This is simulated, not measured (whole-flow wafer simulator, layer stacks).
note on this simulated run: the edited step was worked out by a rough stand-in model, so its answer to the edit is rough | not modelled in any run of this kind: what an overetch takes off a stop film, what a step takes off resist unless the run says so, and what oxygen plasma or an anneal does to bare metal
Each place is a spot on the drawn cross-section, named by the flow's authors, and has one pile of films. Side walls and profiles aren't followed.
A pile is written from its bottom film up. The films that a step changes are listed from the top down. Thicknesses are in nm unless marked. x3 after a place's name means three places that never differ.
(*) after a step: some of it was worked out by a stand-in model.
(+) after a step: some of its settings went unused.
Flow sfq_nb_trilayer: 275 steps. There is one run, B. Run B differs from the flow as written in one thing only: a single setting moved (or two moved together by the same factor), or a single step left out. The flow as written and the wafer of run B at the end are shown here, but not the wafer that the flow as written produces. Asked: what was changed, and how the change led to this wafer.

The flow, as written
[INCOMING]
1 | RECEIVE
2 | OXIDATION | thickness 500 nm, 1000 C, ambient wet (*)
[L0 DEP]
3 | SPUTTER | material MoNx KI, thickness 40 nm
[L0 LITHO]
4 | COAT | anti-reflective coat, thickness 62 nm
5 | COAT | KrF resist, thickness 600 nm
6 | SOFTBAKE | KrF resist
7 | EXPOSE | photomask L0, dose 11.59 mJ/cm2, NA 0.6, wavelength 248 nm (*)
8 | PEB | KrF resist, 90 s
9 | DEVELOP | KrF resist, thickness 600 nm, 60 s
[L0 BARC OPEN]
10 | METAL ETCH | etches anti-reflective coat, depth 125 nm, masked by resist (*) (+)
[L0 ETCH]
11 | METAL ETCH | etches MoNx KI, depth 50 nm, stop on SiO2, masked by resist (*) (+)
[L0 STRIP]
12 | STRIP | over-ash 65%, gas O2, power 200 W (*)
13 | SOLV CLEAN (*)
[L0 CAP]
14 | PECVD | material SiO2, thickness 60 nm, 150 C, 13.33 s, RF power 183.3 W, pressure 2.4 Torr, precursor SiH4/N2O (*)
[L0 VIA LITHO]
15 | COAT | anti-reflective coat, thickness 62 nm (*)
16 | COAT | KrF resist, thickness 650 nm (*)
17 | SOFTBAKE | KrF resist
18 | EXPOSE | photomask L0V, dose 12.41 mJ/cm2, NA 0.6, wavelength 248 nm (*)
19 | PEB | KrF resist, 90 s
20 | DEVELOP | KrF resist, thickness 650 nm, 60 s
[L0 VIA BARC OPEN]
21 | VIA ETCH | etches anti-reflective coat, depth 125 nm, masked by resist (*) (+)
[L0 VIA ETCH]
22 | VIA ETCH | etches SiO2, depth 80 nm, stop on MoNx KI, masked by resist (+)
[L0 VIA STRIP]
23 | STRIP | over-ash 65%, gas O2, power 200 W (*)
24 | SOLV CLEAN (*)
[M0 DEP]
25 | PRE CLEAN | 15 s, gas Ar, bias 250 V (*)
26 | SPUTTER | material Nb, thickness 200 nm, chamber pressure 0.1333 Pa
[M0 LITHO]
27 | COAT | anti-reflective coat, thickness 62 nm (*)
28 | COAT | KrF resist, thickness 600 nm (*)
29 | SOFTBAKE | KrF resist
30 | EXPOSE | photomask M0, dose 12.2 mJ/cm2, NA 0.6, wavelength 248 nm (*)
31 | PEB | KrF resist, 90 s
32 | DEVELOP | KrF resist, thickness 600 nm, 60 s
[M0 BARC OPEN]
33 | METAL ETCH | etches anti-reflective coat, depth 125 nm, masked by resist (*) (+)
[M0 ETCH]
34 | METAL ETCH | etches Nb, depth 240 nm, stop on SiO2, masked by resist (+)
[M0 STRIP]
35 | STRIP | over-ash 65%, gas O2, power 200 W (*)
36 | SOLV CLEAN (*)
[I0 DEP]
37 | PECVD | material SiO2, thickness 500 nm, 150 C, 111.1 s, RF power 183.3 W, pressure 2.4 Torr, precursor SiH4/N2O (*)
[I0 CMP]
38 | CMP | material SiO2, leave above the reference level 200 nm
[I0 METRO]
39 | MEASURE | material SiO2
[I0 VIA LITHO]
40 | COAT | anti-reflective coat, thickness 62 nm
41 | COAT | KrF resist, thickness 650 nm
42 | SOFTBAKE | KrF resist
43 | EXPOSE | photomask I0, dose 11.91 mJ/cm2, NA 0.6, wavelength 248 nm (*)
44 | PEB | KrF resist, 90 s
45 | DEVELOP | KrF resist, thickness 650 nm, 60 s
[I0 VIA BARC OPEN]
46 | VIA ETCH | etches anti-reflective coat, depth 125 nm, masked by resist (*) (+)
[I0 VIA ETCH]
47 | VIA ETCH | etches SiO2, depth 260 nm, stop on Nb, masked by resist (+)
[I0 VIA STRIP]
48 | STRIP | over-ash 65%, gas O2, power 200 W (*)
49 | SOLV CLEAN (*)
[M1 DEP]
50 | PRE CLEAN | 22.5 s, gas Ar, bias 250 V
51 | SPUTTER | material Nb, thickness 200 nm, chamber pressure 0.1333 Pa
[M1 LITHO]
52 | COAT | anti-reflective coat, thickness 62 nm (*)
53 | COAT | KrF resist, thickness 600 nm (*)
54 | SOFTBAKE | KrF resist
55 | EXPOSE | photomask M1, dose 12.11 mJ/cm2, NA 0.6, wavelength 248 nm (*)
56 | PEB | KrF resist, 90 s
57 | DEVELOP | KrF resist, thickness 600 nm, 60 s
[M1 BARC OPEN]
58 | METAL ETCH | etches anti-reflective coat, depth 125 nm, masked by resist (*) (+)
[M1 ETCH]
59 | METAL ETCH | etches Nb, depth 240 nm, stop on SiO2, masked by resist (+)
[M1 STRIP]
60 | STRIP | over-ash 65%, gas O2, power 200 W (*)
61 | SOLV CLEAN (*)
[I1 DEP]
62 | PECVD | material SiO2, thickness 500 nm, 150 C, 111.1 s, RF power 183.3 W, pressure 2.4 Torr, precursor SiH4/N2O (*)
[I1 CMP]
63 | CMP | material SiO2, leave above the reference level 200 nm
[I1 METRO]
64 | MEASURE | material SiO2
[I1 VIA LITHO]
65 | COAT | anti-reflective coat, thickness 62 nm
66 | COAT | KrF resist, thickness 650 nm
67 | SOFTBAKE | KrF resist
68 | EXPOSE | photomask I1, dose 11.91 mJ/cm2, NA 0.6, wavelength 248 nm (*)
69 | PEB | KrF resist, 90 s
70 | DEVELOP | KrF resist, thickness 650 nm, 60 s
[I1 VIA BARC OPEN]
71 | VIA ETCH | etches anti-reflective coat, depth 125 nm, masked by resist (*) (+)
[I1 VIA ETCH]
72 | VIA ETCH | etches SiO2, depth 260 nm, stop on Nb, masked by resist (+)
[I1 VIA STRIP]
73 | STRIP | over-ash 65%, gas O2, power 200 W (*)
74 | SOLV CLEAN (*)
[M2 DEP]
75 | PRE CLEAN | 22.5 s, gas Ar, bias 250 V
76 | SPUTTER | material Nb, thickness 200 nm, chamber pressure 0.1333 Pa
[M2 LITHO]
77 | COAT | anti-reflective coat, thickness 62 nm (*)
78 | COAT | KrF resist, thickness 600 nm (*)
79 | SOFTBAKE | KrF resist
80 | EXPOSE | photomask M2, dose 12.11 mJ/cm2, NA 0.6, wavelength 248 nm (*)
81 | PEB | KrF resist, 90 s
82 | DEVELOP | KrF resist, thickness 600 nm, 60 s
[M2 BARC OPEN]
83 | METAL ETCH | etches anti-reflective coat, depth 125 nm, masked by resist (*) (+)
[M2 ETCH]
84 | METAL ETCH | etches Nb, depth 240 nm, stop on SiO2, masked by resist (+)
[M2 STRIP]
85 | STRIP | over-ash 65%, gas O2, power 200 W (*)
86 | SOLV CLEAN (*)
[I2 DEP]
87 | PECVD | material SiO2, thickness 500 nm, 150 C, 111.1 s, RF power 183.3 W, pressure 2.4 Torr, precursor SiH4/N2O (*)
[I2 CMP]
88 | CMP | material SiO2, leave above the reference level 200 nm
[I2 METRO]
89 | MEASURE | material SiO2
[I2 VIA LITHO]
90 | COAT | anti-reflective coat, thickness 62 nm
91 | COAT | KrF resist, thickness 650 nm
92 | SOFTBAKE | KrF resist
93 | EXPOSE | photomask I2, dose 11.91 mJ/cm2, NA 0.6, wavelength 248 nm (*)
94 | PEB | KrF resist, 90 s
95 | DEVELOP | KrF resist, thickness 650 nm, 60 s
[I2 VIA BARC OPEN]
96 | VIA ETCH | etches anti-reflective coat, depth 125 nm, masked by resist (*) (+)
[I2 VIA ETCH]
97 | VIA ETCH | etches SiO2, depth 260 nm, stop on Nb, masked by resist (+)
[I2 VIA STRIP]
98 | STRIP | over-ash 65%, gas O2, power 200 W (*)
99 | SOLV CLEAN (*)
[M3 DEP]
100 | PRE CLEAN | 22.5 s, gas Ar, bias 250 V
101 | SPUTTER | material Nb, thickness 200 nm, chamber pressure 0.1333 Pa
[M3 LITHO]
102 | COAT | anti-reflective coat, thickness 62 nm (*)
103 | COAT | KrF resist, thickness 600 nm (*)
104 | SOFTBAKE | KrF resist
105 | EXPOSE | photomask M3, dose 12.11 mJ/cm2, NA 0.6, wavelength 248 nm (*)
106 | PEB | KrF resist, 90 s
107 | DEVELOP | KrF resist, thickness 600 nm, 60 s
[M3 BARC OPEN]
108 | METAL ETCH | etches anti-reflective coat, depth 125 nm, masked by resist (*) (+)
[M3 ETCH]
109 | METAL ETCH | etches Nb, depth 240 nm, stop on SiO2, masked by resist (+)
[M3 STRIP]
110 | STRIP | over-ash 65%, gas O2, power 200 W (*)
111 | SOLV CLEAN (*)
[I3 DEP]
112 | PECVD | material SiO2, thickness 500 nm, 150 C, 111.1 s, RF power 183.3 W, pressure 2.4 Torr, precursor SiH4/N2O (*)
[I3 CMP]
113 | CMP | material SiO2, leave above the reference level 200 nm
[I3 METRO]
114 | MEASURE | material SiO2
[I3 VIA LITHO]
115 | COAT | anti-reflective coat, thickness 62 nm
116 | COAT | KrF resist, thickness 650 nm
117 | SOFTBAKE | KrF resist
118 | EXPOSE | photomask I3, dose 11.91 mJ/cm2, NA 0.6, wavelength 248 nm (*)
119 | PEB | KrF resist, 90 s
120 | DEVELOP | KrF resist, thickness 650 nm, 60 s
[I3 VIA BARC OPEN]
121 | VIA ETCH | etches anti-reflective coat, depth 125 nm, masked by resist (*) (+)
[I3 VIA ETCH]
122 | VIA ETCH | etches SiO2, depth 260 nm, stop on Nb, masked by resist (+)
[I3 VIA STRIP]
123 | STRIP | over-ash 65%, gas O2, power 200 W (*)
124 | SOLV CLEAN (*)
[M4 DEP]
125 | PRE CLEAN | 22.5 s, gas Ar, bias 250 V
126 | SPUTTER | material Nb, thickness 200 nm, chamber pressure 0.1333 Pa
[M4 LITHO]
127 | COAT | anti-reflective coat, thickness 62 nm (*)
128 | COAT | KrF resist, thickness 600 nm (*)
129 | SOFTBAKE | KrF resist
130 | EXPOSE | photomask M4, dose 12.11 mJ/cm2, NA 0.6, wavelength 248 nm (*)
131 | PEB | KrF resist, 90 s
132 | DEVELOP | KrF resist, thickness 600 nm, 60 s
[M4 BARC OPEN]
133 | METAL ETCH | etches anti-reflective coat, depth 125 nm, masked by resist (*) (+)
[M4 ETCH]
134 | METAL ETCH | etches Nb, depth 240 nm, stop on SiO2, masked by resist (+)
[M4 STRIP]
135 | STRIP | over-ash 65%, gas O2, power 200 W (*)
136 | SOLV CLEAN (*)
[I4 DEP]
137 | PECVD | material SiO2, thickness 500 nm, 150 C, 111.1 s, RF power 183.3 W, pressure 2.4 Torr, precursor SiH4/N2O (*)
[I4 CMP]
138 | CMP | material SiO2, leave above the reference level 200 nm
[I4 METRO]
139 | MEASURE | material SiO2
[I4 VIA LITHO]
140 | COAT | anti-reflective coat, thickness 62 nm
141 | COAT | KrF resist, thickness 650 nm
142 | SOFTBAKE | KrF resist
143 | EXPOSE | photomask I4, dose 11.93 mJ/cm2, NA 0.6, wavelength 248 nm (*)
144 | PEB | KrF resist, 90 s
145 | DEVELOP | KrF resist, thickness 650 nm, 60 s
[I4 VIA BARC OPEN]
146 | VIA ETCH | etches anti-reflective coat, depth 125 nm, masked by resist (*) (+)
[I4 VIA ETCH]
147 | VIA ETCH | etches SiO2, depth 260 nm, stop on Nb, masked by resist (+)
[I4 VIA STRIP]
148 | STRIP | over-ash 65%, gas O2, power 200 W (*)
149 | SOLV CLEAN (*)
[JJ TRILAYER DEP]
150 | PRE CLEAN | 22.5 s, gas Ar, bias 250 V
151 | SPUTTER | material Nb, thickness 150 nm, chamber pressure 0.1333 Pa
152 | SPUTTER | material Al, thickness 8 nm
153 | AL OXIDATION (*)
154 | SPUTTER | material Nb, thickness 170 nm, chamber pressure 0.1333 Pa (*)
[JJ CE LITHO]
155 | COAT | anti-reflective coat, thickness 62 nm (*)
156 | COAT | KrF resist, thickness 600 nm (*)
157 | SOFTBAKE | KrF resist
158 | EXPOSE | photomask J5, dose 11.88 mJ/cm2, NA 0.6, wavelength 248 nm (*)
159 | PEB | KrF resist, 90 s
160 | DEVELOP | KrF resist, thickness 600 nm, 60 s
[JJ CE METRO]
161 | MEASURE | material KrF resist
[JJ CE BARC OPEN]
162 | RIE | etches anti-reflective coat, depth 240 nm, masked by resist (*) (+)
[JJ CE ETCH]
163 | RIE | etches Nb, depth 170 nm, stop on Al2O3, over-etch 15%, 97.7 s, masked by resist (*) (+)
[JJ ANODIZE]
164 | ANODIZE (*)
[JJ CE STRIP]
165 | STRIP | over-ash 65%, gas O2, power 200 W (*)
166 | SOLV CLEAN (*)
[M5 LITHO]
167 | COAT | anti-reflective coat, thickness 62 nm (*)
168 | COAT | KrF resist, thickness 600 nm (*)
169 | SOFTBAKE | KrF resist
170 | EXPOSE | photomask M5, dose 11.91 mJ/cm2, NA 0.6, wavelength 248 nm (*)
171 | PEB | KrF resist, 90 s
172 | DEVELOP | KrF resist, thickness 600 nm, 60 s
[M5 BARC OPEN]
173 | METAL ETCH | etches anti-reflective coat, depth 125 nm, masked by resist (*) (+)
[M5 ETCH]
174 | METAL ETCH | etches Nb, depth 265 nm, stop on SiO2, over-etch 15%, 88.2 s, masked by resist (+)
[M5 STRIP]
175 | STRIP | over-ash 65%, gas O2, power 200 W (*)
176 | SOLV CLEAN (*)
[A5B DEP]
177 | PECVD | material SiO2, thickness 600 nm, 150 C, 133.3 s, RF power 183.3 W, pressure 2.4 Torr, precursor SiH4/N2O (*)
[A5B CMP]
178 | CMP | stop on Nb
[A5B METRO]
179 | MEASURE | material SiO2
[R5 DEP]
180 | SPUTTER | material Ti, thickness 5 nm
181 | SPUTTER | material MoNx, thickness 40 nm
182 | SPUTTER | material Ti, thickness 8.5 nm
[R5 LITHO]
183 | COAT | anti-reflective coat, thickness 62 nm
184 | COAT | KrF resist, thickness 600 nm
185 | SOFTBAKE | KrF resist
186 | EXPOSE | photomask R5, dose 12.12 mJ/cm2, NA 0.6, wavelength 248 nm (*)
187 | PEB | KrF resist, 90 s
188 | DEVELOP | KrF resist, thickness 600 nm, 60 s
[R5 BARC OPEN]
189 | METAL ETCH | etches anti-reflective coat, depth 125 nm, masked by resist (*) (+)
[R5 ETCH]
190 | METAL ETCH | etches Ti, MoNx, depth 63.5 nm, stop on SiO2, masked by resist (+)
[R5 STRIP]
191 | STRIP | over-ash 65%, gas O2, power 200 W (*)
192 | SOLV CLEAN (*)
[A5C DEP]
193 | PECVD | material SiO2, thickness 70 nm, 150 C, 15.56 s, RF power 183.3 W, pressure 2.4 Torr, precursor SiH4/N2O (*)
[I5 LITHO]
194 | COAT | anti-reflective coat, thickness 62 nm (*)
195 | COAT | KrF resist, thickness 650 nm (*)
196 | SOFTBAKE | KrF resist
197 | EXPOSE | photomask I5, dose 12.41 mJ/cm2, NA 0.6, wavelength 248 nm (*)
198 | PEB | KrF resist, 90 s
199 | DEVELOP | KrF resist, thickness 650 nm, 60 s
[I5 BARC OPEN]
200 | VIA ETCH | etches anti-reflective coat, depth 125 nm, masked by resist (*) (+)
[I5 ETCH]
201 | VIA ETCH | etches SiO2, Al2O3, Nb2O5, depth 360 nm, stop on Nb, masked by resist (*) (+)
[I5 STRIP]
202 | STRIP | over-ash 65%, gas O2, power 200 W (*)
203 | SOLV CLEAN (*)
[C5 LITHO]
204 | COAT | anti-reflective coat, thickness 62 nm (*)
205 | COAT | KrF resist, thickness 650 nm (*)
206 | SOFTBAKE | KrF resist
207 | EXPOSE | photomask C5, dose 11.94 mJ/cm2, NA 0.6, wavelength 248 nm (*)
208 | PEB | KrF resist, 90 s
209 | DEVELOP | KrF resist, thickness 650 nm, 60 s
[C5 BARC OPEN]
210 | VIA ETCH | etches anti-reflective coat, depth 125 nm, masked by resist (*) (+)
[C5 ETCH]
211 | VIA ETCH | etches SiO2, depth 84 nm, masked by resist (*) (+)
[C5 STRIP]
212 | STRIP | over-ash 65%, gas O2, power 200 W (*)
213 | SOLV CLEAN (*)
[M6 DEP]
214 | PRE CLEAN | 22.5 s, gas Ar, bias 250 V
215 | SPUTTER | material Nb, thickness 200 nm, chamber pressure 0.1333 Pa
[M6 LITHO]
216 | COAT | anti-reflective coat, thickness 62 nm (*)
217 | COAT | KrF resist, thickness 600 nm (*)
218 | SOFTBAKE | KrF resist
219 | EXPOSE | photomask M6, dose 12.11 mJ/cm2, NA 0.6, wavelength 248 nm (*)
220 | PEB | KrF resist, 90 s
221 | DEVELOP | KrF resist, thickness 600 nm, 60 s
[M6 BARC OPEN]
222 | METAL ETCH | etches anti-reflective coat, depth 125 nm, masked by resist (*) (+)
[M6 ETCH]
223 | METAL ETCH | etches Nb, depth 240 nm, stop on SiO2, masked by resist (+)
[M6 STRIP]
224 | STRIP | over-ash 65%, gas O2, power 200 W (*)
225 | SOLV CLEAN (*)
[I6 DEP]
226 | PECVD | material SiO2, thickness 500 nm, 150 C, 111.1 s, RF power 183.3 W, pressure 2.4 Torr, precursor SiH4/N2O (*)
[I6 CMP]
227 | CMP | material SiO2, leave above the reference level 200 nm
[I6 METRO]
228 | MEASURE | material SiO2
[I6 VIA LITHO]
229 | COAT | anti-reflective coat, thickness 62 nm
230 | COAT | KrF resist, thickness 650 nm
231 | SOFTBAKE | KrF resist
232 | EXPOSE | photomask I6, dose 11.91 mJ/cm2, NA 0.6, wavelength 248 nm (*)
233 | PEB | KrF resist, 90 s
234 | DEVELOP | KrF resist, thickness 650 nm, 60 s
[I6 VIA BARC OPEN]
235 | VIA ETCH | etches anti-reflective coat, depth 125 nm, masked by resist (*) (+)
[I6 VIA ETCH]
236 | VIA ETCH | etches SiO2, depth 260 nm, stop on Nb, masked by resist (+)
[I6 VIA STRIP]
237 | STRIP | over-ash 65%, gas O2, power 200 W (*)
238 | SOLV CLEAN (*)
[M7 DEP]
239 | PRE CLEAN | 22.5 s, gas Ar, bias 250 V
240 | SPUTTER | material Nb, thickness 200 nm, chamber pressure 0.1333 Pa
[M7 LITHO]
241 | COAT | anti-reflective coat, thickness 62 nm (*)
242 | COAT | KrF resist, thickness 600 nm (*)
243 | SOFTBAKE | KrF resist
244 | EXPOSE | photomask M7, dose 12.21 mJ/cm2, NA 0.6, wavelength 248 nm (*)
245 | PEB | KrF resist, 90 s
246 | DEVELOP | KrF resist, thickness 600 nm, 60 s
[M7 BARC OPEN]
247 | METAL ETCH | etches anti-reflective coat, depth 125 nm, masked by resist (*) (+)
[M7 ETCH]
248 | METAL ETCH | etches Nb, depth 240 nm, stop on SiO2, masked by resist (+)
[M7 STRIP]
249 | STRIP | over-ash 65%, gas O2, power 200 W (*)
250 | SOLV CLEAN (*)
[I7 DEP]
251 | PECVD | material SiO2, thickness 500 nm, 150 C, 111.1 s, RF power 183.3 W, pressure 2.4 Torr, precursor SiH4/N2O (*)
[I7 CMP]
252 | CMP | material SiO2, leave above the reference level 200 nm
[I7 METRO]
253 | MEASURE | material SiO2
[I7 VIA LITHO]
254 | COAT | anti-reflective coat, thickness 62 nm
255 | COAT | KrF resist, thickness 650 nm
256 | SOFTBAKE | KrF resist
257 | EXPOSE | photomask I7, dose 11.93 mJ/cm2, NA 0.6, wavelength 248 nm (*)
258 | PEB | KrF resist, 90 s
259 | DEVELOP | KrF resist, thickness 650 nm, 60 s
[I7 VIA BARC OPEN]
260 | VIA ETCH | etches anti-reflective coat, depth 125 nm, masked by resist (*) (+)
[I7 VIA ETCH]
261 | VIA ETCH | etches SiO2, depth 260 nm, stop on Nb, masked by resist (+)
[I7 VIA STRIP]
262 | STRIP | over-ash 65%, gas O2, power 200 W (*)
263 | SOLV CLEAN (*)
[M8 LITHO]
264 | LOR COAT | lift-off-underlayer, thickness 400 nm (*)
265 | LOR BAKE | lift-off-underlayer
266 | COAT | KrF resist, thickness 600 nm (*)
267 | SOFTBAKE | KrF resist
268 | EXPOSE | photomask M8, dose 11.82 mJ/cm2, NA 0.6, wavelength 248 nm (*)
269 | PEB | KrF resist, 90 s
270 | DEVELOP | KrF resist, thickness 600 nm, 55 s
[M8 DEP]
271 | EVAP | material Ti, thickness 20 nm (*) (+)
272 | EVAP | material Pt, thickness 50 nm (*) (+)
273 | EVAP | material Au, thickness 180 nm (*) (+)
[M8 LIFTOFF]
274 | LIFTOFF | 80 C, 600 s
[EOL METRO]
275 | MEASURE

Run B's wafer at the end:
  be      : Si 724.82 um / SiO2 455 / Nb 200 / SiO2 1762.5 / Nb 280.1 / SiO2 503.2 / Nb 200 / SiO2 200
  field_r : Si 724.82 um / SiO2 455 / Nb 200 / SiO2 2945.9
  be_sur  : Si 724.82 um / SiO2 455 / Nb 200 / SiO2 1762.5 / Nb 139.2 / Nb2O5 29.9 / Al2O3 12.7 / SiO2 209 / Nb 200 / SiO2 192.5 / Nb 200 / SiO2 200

What caused this: step 2, OXIDATION: thickness 400 nm was run, though the flow has thickness 500 nm.

How this came from the change, step by step:
  2 | OXIDATION | thickness 500 nm, 1000 C, ambient wet (*)
      field_l, v_sur, via_wl and 103 more: +400 SiO2 (new film), -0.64 chemical SiO2 (all of it), -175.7 Si (as written it would have been: +500 SiO2 (new film), -0.64 chemical SiO2 (all of it), -219.7 Si)
